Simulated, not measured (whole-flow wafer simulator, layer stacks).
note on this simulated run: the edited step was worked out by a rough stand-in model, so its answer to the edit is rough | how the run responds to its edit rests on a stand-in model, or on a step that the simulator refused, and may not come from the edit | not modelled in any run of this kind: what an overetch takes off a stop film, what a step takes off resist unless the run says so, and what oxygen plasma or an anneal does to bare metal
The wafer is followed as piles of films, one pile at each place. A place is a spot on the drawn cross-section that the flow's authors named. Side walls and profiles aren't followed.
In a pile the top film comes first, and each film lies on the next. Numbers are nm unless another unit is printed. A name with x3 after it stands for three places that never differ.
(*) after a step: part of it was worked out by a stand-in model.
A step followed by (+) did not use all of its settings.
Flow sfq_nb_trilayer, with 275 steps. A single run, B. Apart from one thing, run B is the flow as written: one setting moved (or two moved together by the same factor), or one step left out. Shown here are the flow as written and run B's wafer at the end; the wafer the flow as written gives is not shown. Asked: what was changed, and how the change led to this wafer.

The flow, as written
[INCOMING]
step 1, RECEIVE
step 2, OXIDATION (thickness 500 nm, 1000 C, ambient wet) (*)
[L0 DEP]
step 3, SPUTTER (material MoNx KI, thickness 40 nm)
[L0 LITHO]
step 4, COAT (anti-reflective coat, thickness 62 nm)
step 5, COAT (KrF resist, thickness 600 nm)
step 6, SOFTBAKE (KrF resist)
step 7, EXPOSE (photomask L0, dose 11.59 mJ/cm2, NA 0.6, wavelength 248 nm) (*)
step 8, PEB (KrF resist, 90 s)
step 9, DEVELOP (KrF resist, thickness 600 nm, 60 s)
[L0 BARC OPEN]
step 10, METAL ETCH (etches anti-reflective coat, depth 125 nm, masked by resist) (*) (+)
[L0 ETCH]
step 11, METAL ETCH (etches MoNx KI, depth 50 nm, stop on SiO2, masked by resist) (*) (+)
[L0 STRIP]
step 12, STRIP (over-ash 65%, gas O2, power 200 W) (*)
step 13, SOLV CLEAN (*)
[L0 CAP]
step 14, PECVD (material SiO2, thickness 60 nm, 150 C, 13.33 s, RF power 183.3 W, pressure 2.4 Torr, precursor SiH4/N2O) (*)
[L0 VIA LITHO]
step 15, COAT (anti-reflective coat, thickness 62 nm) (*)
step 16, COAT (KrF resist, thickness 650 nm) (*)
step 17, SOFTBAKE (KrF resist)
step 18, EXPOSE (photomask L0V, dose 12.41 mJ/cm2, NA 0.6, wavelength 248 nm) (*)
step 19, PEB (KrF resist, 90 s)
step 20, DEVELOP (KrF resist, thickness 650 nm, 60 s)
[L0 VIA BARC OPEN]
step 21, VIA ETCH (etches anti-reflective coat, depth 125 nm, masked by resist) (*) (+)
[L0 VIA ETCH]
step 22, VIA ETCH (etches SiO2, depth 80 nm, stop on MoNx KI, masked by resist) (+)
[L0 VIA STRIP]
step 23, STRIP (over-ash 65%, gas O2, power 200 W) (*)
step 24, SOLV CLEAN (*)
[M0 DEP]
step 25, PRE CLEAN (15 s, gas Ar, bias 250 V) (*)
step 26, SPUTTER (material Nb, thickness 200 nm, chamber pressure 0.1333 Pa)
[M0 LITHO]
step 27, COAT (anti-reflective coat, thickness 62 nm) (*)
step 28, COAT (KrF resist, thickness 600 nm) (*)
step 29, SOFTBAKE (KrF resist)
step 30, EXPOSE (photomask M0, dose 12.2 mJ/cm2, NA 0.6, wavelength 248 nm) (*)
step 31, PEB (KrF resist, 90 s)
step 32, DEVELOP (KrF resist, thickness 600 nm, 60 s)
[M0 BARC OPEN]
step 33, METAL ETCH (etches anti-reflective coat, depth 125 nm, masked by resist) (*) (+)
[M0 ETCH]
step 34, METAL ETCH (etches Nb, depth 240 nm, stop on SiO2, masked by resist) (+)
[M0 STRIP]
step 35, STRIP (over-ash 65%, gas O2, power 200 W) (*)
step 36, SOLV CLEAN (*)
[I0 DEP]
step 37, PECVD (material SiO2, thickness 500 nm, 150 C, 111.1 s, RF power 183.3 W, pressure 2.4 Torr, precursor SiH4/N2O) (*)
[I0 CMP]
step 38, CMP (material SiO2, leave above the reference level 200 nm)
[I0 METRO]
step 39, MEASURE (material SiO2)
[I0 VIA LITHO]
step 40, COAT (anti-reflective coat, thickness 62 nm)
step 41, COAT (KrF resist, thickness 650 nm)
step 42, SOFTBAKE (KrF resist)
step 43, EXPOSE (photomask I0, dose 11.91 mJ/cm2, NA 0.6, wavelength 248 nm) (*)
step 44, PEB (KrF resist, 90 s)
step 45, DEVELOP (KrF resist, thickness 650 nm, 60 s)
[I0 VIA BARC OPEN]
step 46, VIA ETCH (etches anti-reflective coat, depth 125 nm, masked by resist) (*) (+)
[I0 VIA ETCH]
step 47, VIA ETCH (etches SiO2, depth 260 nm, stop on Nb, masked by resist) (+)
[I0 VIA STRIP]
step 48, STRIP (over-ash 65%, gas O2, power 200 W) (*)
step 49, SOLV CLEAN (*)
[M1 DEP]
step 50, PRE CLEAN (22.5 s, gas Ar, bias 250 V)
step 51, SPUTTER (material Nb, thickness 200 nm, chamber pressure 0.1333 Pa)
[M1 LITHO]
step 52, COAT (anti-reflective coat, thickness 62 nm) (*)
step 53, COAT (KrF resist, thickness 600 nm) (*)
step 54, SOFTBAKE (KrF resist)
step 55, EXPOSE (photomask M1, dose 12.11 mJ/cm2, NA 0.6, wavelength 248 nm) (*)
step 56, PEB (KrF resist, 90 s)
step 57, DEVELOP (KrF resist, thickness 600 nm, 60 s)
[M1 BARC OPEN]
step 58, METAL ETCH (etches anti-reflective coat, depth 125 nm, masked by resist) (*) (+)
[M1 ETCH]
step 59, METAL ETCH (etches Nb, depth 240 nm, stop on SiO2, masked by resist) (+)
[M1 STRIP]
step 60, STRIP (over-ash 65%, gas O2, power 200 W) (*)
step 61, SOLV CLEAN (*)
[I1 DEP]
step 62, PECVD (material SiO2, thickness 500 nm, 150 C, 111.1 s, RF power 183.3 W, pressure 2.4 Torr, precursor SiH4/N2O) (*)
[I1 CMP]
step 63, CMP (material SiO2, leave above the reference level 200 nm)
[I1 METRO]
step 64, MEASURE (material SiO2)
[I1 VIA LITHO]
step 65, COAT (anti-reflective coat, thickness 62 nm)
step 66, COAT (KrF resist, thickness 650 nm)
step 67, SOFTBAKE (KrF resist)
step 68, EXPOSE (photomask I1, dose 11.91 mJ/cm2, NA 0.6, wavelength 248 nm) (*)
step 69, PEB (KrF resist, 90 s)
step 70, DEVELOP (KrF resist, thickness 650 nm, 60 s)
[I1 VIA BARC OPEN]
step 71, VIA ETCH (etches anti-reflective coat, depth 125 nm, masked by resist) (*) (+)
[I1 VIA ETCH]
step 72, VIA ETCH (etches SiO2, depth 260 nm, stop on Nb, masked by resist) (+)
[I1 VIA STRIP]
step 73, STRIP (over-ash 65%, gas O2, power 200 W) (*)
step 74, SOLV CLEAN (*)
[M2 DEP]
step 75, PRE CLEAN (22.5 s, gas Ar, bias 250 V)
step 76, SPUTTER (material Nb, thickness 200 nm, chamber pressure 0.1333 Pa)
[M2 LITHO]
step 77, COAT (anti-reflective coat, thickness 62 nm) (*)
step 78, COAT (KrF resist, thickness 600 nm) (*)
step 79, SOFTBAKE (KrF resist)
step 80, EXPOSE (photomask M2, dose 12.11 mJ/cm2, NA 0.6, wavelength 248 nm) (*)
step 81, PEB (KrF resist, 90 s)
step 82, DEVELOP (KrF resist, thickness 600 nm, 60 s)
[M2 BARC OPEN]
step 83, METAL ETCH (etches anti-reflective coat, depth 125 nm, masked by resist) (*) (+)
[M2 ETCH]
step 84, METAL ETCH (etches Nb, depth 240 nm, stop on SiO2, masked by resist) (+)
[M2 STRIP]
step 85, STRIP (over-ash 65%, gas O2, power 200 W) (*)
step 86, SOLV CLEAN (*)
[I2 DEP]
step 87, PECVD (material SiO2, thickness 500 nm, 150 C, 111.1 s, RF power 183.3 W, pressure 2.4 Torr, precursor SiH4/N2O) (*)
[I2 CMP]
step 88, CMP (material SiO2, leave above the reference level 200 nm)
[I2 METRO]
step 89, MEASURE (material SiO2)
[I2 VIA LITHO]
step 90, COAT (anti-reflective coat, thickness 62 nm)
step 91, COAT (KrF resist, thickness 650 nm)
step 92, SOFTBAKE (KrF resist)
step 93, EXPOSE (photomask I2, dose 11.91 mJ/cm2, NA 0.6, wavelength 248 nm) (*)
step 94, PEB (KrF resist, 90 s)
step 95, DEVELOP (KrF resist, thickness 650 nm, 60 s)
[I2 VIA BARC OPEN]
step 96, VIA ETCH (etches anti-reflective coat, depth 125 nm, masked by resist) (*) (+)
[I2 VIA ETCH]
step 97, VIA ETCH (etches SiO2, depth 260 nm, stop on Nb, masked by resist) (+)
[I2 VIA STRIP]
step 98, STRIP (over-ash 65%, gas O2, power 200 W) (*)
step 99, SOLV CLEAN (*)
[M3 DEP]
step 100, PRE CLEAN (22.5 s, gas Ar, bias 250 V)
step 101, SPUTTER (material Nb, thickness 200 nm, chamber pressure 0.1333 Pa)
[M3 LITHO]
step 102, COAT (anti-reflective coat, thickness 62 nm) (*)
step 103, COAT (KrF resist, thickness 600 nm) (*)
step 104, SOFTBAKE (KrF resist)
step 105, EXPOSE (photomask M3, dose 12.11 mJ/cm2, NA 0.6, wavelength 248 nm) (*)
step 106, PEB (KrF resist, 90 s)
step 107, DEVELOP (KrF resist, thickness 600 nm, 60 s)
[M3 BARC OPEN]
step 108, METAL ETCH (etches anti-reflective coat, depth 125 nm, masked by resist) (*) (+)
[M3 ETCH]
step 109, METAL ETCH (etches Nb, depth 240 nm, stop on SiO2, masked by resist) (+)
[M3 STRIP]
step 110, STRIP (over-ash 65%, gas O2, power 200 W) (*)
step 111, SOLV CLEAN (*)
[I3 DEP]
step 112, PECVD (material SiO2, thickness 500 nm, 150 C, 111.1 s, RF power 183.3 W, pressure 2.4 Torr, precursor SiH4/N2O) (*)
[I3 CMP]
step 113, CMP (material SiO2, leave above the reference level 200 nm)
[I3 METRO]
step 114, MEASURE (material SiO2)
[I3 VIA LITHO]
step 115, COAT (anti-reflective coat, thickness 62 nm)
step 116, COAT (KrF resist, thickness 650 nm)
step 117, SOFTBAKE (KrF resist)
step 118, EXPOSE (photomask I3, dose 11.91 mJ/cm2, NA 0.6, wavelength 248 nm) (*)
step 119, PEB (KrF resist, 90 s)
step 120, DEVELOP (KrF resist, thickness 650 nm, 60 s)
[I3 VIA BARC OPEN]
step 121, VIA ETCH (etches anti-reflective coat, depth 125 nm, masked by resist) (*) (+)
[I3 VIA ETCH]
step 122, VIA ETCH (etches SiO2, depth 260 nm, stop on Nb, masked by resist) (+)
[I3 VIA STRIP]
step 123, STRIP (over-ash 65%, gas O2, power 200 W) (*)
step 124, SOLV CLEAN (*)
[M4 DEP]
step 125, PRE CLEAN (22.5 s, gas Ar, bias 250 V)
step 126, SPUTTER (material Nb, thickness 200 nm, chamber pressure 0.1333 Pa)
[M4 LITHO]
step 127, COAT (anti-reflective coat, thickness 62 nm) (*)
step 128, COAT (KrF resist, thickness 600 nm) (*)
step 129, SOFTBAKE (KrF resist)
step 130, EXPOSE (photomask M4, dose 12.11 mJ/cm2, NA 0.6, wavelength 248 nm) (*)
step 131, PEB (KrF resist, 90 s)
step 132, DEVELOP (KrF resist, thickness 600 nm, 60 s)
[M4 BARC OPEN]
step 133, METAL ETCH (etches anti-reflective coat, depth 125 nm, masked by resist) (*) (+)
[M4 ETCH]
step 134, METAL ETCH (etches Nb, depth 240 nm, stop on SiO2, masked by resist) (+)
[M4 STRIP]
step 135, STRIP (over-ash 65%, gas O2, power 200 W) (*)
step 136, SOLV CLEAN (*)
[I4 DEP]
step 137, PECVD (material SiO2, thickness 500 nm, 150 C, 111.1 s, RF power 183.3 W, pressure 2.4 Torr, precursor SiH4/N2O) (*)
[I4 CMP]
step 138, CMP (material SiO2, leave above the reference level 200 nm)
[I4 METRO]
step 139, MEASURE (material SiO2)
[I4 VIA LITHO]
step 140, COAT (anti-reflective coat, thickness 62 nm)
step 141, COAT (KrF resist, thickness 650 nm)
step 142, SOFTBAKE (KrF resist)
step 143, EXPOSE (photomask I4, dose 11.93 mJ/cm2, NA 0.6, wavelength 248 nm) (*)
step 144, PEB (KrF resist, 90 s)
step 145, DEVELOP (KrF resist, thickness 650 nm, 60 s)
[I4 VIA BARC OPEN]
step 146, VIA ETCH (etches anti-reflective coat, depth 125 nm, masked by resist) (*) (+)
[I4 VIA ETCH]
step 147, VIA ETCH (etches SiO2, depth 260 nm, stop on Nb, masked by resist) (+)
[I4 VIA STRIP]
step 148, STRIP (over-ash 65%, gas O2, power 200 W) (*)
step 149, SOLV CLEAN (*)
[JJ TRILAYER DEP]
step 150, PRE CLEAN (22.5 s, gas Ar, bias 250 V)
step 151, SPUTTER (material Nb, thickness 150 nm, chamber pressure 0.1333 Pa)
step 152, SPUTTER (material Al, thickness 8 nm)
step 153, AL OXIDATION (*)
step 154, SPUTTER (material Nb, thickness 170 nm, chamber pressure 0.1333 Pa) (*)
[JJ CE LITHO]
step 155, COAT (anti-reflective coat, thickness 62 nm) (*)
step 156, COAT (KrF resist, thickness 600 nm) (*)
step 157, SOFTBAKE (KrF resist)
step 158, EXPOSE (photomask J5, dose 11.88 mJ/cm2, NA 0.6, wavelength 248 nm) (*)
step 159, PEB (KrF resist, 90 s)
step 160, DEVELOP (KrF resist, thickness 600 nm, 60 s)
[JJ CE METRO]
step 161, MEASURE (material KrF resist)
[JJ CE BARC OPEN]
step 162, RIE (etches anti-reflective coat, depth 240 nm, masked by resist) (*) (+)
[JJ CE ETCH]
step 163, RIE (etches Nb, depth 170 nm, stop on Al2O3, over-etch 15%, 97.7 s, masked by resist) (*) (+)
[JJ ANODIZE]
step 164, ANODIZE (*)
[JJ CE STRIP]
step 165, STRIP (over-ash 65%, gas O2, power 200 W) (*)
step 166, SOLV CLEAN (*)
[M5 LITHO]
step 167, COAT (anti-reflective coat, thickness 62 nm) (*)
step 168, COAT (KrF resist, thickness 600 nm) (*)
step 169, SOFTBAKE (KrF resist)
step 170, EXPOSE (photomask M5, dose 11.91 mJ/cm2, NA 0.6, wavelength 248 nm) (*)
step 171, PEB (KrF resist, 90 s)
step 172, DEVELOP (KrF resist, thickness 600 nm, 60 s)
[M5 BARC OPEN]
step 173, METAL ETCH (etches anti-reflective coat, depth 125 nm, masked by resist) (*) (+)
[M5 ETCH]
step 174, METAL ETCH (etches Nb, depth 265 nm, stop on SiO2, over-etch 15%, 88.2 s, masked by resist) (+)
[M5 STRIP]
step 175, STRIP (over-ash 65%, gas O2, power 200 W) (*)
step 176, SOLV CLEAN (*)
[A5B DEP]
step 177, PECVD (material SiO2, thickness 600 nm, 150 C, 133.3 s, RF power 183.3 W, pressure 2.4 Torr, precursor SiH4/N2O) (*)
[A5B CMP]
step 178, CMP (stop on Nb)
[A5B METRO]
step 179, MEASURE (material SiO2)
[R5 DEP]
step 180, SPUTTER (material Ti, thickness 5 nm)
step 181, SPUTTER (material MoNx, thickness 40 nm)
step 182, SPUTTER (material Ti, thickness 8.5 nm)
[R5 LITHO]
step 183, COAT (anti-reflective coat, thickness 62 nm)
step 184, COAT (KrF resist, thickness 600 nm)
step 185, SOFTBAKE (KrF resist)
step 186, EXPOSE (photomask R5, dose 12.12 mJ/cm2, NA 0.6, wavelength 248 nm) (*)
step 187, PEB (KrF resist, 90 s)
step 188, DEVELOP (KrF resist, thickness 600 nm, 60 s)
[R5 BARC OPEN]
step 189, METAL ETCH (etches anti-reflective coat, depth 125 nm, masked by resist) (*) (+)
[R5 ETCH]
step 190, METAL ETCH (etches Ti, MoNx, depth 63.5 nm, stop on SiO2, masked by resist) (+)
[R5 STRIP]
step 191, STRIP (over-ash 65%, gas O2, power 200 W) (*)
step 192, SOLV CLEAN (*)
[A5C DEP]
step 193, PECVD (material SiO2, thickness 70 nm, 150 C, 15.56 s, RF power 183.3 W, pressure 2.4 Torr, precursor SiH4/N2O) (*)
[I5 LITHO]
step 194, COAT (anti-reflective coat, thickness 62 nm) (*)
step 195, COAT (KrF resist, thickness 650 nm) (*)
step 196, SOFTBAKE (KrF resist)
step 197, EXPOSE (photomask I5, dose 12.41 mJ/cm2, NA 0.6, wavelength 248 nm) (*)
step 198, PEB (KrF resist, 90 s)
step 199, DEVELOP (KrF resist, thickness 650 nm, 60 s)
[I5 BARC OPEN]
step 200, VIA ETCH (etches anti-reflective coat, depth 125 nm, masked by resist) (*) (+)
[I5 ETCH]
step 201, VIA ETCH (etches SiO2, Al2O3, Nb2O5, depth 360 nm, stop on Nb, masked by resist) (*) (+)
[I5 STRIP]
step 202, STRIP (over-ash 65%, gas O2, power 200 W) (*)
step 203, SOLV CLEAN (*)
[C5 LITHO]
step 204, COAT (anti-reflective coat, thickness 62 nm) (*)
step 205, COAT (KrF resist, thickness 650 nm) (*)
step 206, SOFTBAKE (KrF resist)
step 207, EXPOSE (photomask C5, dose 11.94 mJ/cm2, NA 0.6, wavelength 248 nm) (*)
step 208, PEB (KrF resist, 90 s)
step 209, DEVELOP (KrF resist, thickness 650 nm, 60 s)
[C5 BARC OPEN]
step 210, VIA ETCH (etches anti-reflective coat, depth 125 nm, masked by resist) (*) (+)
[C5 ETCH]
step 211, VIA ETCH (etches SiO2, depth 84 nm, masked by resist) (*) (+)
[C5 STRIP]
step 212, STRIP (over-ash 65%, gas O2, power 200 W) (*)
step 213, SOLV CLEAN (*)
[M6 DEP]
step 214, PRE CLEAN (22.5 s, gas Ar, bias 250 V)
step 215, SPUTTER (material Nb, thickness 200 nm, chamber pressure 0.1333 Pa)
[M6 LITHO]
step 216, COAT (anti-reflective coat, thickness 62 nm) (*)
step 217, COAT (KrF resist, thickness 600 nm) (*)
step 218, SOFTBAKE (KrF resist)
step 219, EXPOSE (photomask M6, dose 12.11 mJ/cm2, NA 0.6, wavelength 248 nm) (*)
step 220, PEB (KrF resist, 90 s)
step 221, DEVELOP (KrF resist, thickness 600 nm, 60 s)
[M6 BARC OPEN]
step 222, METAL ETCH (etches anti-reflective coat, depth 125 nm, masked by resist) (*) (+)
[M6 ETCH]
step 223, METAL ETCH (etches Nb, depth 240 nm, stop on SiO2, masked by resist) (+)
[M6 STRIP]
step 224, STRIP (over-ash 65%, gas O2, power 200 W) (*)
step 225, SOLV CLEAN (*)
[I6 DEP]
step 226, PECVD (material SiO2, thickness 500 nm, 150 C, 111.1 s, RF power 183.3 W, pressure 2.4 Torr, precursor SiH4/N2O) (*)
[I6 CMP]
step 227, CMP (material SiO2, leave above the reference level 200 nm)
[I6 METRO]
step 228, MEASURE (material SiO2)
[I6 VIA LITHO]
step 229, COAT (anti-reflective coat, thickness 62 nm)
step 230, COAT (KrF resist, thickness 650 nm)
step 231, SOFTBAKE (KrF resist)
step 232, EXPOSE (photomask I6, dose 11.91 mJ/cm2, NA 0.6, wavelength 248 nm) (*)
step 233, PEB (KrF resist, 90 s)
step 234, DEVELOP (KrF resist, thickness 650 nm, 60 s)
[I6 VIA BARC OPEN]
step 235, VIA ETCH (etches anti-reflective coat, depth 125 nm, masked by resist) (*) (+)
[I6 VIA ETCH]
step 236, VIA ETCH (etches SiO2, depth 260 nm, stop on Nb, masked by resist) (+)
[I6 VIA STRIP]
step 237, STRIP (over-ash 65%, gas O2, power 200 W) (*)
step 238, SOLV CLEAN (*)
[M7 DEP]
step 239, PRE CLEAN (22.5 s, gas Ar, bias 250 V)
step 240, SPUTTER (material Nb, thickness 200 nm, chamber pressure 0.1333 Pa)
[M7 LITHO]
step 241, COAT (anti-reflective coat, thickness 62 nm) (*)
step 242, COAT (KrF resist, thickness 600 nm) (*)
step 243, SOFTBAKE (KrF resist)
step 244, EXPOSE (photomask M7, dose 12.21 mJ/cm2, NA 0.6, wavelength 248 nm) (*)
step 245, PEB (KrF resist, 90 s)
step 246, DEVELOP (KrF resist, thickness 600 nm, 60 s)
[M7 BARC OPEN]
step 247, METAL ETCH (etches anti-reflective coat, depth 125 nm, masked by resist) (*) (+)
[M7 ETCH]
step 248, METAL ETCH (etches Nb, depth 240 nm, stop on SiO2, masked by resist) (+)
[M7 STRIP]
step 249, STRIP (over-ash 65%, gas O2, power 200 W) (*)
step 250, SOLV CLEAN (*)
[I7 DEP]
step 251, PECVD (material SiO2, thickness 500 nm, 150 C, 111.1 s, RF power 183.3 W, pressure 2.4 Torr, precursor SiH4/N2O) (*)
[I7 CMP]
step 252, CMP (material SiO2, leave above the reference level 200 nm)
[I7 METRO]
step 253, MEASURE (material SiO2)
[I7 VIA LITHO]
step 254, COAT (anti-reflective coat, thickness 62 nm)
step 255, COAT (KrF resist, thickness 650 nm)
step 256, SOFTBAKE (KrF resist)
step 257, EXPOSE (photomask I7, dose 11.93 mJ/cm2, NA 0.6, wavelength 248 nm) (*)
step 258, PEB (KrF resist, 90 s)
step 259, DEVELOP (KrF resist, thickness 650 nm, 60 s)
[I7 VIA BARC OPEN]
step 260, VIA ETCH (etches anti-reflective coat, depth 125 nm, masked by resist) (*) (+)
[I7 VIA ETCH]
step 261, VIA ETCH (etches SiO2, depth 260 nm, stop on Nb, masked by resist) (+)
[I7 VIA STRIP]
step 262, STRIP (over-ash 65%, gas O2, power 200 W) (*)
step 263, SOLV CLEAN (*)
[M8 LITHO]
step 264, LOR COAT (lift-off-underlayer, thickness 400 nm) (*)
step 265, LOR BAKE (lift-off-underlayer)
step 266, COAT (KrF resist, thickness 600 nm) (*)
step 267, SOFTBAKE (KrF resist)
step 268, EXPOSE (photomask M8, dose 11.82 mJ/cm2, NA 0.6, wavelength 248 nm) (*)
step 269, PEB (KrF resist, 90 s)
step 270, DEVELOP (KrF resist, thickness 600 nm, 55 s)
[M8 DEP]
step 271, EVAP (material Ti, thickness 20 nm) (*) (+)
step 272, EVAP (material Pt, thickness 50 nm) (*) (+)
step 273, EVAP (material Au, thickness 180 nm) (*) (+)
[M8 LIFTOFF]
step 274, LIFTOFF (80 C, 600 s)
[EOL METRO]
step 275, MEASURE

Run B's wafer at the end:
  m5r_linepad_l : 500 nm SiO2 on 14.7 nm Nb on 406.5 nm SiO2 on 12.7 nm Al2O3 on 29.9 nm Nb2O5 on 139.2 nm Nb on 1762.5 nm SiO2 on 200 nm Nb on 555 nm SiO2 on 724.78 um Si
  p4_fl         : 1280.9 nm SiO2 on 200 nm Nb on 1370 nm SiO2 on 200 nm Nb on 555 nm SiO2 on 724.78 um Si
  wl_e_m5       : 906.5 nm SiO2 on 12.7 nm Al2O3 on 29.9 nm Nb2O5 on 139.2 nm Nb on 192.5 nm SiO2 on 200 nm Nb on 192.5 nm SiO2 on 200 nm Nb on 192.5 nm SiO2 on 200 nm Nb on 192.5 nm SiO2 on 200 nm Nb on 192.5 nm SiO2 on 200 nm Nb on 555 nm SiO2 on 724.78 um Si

Cause: step 226, PECVD: thickness 205 nm was run, though the flow has thickness 500 nm; step 226, PECVD: 45.56 s was run, where the flow has 111.1 s.

Step by step, how the change led to this:
  step 226, PECVD (material SiO2, thickness 500 nm, 150 C, 111.1 s, RF power 183.3 W, pressure 2.4 Torr, precursor SiH4/N2O) (*)
      field_l, p4_fl, p4_fm and 62 more: SiO2 gains 205 (in the flow as written it would be: SiO2 gains 500)
      v_sur, via_wl, via_w and 21 more: SiO2 gains 205 (new film) (in the flow as written it would be: SiO2 gains 500 (new film))
      (and at 17 other places as well)
  step 227, CMP (material SiO2, leave above the reference level 200 nm)
      field_l, p4_fl, p4_fm and 59 more: nothing (in the flow as written it would be: SiO2 loses 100)
      moat, field_r, lsp_l, ln_m5, lsp_m: nothing (in the flow as written it would be: SiO2 loses 93.6)
      (and at 39 other places as well)
  step 229, COAT (anti-reflective coat, thickness 62 nm)
      p3_l3, p3_l5, p3_l6, wl_d_sl, m8r_pad_w: anti-reflective coat gains 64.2 (new film) (in the flow as written it would be: anti-reflective coat gains 62 (new film))
      p3_l2, p3_s2, p3_s5: anti-reflective coat gains 64.3 (new film) (in the flow as written it would be: anti-reflective coat gains 62 (new film))
      (and at 85 other places as well)
  step 230, COAT (KrF resist, thickness 650 nm)
      ce_l, sp_r: KrF resist gains 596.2 (new film) (in the flow as written it would be: KrF resist gains 650 (new film))
      p4_fl, wl_d_sr: KrF resist gains 663.8 (new film) (in the flow as written it would be: KrF resist gains 650 (new film))
      (and at 83 other places as well)
  step 234, DEVELOP (KrF resist, thickness 650 nm, 60 s)
      via_v: KrF resist loses 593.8 (all of it) (in the flow as written it would be: KrF resist loses 648.6 (all of it))
  step 235, VIA ETCH (etches anti-reflective coat, depth 125 nm, masked by resist) (*) (+)
      field_l, v_sur, via_wl and 102 more: KrF resist loses 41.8 (in the flow as written it would be: KrF resist loses 51.7)
      via_v: anti-reflective coat loses 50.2 (all of it), SiO2 loses 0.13 (in the flow as written it would be: anti-reflective coat loses 62 (all of it), SiO2 loses 0.16)
  step 237, STRIP (over-ash 65%, gas O2, power 200 W) (*)
      p3_s3, p3_l4: KrF resist loses 544.5 (all of it), anti-reflective coat loses 64.1 (all of it) (in the flow as written it would be: KrF resist loses 528.6 (all of it), anti-reflective coat loses 62 (all of it))
      m0r_line_l, m7r_line_l: KrF resist loses 575.1 (all of it), anti-reflective coat loses 61.4 (all of it) (in the flow as written it would be: KrF resist loses 528.6 (all of it), anti-reflective coat loses 62 (all of it))
      (and at 101 other places as well)
  step 240, SPUTTER (material Nb, thickness 200 nm, chamber pressure 0.1333 Pa)
      lsp_r, l0_sur, l0v: Nb gains 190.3 (new film) (in the flow as written it would be: Nb gains 200 (new film))
      be: Nb gains 128.1 (new film) (in the flow as written it would be: Nb gains 200 (new film))
      (and at 4 other places as well)
  step 241, COAT (anti-reflective coat, thickness 62 nm) (*)
      p3_s3, p3_l4, p3_s4, wl_d_sl: anti-reflective coat gains 64.1 (new film) (in the flow as written it would be: anti-reflective coat gains 62 (new film))
      m0r_space_l, m0r_space_r, m7r_space_l, m7r_space_r: anti-reflective coat gains 82.1 (new film) (in the flow as written it would be: anti-reflective coat gains 62 (new film))
      (and at 86 other places as well)
  step 242, COAT (KrF resist, thickness 600 nm) (*)
      m0r_line_l, m0r_line_r, m7r_line_l, m7r_line_r: KrF resist gains 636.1 (new film) (in the flow as written it would be: KrF resist gains 600 (new film))
      m0r_space_l, m0r_space_r, m7r_space_l, m7r_space_r: KrF resist gains 626 (new film) (in the flow as written it would be: KrF resist gains 600 (new film))
      (and at 79 other places as well)
  step 246, DEVELOP (KrF resist, thickness 600 nm, 60 s)
      m0r_space_l, m0r_space_r, m7r_space_l, m7r_space_r: KrF resist loses 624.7 (all of it) (in the flow as written it would be: KrF resist loses 598.7 (all of it))
      m0r_line_l, m0r_line_r: KrF resist loses 634.8 (all of it) (in the flow as written it would be: KrF resist loses 598.7 (all of it))
      (and at 40 other places as well)
  step 247, METAL ETCH (etches anti-reflective coat, depth 125 nm, masked by resist) (*) (+)
      m5r_linepad_l, m5r_linepad_r, r5r_spacepad_l, r5r_spacepad_r, m8r_pad_l, m8r_pad_r: anti-reflective coat loses 125 (in the flow as written it would be: anti-reflective coat loses 62 (all of it))
      v_sur, via_wl, via_w and 38 more: KrF resist loses 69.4 (in the flow as written it would be: KrF resist loses 51.7)
      (and at 49 other places as well)
  step 248, METAL ETCH (etches Nb, depth 240 nm, stop on SiO2, masked by resist) (+)
      m5r_linepad_l, m5r_linepad_r: anti-reflective coat loses 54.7 (all of it), Nb loses 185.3 (in the flow as written it would be: Nb loses 200 (all of it))
      r5r_spacepad_l, r5r_spacepad_r: anti-reflective coat loses 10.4 (all of it), Nb loses 200 (all of it) (in the flow as written it would be: Nb loses 200 (all of it))
      (and at 4 other places as well)
  step 249, STRIP (over-ash 65%, gas O2, power 200 W) (*)
      m7r_line_l, m7r_line_r: KrF resist loses 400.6 (all of it), anti-reflective coat loses 61.4 (all of it) (in the flow as written it would be: KrF resist loses 382.4 (all of it), anti-reflective coat loses 62 (all of it))
      v_sur: KrF resist loses 288.3 (all of it), anti-reflective coat loses 39.2 (all of it) (in the flow as written it would be: KrF resist loses 379.9 (all of it), anti-reflective coat loses 61.4 (all of it))
      (and at 38 other places as well)
  step 251, PECVD (material SiO2, thickness 500 nm, 150 C, 111.1 s, RF power 183.3 W, pressure 2.4 Torr, precursor SiH4/N2O) (*)
      m5r_linepad_l, m5r_linepad_r: SiO2 gains 500 (new film) (in the flow as written it would be: SiO2 gains 500)
      wl_c_sl, m6r_space_l, m6r_space_r: SiO2 gains 582.8 (in the flow as written it would be: SiO2 gains 500)
      (and at 4 other places as well)
  step 252, CMP (material SiO2, leave above the reference level 200 nm)
      field_l, p4_fl, p4_fm and 53 more: nothing (in the flow as written it would be: SiO2 loses 100)
      field_r, lsp_l: nothing (in the flow as written it would be: SiO2 loses 77.7)
      (and at 24 other places as well)
  ... another 8 steps ...
  step 274, LIFTOFF (80 C, 600 s)
      m5r_line_l, m5r_line_r: Au loses 180 (all of it), Pt loses 50 (all of it), Ti loses 20 (all of it), KrF resist loses 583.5 (all of it), lift-off-underlayer loses 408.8 (all of it) (in the flow as written it would be: Au loses 180 (all of it), Pt loses 50 (all of it), Ti loses 20 (all of it), KrF resist loses 576.2 (all of it), lift-off-underlayer loses 400 (all of it))
      m5r_space_l, m5r_space_r: Au loses 180 (all of it), Pt loses 50 (all of it), Ti loses 20 (all of it), KrF resist loses 578.8 (all of it), lift-off-underlayer loses 415.8 (all of it) (in the flow as written it would be: Au loses 180 (all of it), Pt loses 50 (all of it), Ti loses 20 (all of it), KrF resist loses 576.2 (all of it), lift-off-underlayer loses 400 (all of it))
      (and at 54 other places as well)
Taking metal films that touch as one body, m5r_linepad_l has 3 bodies (between them, from the top down: SiO2 406.5 / Al2O3 12.7 / Nb2O5 29.9; SiO2 1762.5); the flow as written gives 2 bodies (between them, from the top down: SiO2 1762.5).
